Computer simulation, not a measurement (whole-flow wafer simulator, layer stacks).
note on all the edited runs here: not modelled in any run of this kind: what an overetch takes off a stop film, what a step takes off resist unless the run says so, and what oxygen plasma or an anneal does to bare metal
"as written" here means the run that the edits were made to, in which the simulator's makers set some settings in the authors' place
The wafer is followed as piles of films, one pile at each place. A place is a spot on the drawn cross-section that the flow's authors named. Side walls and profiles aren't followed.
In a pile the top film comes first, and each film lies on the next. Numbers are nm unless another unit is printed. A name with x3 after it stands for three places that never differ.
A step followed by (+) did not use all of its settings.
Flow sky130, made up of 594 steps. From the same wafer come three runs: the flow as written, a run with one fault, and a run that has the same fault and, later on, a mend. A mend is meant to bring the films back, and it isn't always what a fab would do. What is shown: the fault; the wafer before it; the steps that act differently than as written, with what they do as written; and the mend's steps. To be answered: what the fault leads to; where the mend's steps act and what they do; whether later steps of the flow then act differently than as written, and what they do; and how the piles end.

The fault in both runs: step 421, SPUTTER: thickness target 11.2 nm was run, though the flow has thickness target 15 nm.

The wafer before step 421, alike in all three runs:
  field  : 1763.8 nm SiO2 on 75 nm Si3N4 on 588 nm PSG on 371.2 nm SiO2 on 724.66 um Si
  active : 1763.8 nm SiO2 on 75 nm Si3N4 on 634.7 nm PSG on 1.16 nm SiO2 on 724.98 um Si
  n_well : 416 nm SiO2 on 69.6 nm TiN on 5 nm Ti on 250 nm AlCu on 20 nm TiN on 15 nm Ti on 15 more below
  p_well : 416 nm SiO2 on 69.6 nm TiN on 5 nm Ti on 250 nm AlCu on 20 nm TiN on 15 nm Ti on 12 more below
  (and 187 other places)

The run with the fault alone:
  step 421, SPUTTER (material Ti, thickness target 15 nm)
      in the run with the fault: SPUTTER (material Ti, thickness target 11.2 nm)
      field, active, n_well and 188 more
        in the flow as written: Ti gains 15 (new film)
        in the run with the fault: Ti gains 11.2 (new film)
  Later steps of the flow acting differently than as written (18 other steps are not shown; they differ only slightly, by no more than 2% or 0.5 nm, whichever is larger):
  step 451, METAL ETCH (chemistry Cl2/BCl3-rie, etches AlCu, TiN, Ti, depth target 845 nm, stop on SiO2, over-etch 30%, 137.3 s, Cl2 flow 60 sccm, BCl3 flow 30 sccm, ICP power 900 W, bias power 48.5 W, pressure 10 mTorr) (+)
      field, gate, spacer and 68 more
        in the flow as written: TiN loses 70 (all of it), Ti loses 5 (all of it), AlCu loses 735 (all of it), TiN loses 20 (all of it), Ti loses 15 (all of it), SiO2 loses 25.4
        in the run with the fault: TiN loses 70 (all of it), Ti loses 5 (all of it), AlCu loses 735 (all of it), TiN loses 20 (all of it), Ti loses 11.2 (all of it), SiO2 loses 25.7
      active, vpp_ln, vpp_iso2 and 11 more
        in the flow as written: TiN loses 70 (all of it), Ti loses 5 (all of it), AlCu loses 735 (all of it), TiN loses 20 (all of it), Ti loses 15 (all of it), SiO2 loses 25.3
        in the run with the fault: TiN loses 70 (all of it), Ti loses 5 (all of it), AlCu loses 735 (all of it), TiN loses 20 (all of it), Ti loses 11.2 (all of it), SiO2 loses 25.7
  The piles end different from the flow's at n_well, p_well, gate_hv and 104 more by more than 2% or 0.5 nm, whichever is larger.
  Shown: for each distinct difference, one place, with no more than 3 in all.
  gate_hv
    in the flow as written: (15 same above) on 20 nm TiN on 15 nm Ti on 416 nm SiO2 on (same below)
    in the run with the fault: (15 same above) on 20 nm TiN on 11.2 nm Ti on 416 nm SiO2 on (same below)
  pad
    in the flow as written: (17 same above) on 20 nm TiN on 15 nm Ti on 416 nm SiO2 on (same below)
    in the run with the fault: (17 same above) on 20 nm TiN on 11.2 nm Ti on 416 nm SiO2 on (same below)
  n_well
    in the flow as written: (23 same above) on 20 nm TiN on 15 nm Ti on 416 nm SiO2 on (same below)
    in the run with the fault: (23 same above) on 20 nm TiN on 11.2 nm Ti on 416 nm SiO2 on (same below)

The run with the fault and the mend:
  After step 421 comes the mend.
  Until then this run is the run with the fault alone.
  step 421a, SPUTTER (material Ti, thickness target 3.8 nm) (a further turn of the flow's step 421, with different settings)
      field, active, n_well and 188 more
        Ti gains 3.8
  Later steps of the flow that are run all act as written at every place that is followed.
  By the end, the piles equal the flow's at every place that both follow.
